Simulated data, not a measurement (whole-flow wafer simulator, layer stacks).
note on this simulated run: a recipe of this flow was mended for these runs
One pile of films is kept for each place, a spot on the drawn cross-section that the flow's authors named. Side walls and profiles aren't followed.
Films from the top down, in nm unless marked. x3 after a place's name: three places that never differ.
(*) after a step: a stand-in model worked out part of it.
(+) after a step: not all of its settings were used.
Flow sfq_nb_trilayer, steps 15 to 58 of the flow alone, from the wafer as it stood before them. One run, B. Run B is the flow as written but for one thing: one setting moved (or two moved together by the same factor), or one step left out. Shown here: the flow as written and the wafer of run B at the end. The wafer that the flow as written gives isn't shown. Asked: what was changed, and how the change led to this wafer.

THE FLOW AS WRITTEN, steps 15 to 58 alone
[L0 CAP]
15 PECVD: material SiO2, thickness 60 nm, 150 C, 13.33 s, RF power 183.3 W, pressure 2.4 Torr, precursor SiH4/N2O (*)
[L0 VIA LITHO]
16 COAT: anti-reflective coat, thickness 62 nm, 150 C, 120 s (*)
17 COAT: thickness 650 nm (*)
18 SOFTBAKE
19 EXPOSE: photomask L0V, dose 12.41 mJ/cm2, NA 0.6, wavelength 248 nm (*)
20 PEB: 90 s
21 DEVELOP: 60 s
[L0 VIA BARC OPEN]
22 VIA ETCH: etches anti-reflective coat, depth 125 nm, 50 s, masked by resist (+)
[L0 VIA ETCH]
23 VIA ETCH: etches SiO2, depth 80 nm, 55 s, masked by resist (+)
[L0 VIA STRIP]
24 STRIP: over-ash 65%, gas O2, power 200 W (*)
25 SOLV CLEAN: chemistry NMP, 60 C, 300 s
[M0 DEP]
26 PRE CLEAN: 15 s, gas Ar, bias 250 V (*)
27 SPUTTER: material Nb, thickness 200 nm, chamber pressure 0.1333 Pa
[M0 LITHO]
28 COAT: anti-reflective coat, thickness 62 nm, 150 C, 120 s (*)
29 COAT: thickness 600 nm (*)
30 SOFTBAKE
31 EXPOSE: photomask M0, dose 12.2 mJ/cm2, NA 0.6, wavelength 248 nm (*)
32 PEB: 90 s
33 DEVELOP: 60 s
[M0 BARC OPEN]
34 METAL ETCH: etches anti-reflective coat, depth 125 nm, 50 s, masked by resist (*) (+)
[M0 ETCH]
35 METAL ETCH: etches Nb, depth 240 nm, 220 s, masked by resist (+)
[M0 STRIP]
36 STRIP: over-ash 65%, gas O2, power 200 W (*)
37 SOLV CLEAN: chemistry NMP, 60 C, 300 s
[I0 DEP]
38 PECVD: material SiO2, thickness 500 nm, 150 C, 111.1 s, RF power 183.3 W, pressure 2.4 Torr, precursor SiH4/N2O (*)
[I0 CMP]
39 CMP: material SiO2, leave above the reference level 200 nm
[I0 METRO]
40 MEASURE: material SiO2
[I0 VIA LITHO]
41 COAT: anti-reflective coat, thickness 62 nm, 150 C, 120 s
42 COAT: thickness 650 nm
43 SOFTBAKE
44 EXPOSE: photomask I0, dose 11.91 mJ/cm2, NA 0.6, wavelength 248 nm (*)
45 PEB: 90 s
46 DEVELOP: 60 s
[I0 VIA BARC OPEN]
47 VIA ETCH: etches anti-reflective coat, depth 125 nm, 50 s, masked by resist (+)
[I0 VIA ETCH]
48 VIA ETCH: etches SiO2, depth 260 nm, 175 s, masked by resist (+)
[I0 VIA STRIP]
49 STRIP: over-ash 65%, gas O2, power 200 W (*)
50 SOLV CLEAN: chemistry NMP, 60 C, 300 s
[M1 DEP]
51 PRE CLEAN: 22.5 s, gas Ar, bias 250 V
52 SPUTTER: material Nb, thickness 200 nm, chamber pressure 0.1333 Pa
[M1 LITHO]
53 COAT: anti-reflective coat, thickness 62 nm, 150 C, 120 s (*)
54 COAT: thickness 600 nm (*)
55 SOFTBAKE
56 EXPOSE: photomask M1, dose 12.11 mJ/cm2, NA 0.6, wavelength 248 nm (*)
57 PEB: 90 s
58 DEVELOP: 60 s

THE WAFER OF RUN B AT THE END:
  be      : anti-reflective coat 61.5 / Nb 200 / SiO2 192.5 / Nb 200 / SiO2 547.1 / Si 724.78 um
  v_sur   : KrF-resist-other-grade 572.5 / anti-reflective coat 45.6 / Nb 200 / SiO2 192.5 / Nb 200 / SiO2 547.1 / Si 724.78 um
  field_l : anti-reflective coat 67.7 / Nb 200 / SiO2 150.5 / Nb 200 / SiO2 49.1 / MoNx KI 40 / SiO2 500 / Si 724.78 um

The cause: step 15, PECVD: pressure 2.78 Torr was run, where the flow has pressure 2.4 Torr.

How the change led to this, step by step:
  15 PECVD: material SiO2, thickness 60 nm, 150 C, 13.33 s, RF power 183.3 W, pressure 2.4 Torr, precursor SiH4/N2O (*)
      v_sur, via_wl, via_w and 97 more: SiO2 +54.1 (as written it would be: SiO2 +60)
      field_l, l0_sur, l0v, l0r_line_l, l0r_line_c, l0r_line_r: SiO2 +54.1 (new film) (as written it would be: SiO2 +60 (new film))
  23 VIA ETCH: etches SiO2, depth 80 nm, 55 s, masked by resist (+)
      l0v: SiO2 -53.8 (all of it), MoNx KI -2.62 (as written it would be: SiO2 -59.7 (all of it), MoNx KI -2.03)
  28 COAT: anti-reflective coat, thickness 62 nm, 150 C, 120 s (*)
      l0_sur: anti-reflective coat +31 (new film) (as written it would be: anti-reflective coat +29.3 (new film))
      l0v: anti-reflective coat +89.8 (new film) (as written it would be: anti-reflective coat +92.5 (new film))
  36 STRIP: over-ash 65%, gas O2, power 200 W (*)
      l0_sur: KrF-resist-other-grade -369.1 (all of it), anti-reflective coat -31 (all of it) (as written it would be: KrF-resist-other-grade -370 (all of it), anti-reflective coat -29.3 (all of it))
      l0v: KrF-resist-other-grade -371.7 (all of it), anti-reflective coat -89.8 (all of it) (as written it would be: KrF-resist-other-grade -374.1 (all of it), anti-reflective coat -92.5 (all of it))
  39 CMP: material SiO2, leave above the reference level 200 nm
      l0v: SiO2 -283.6 (as written it would be: SiO2 -277.4)
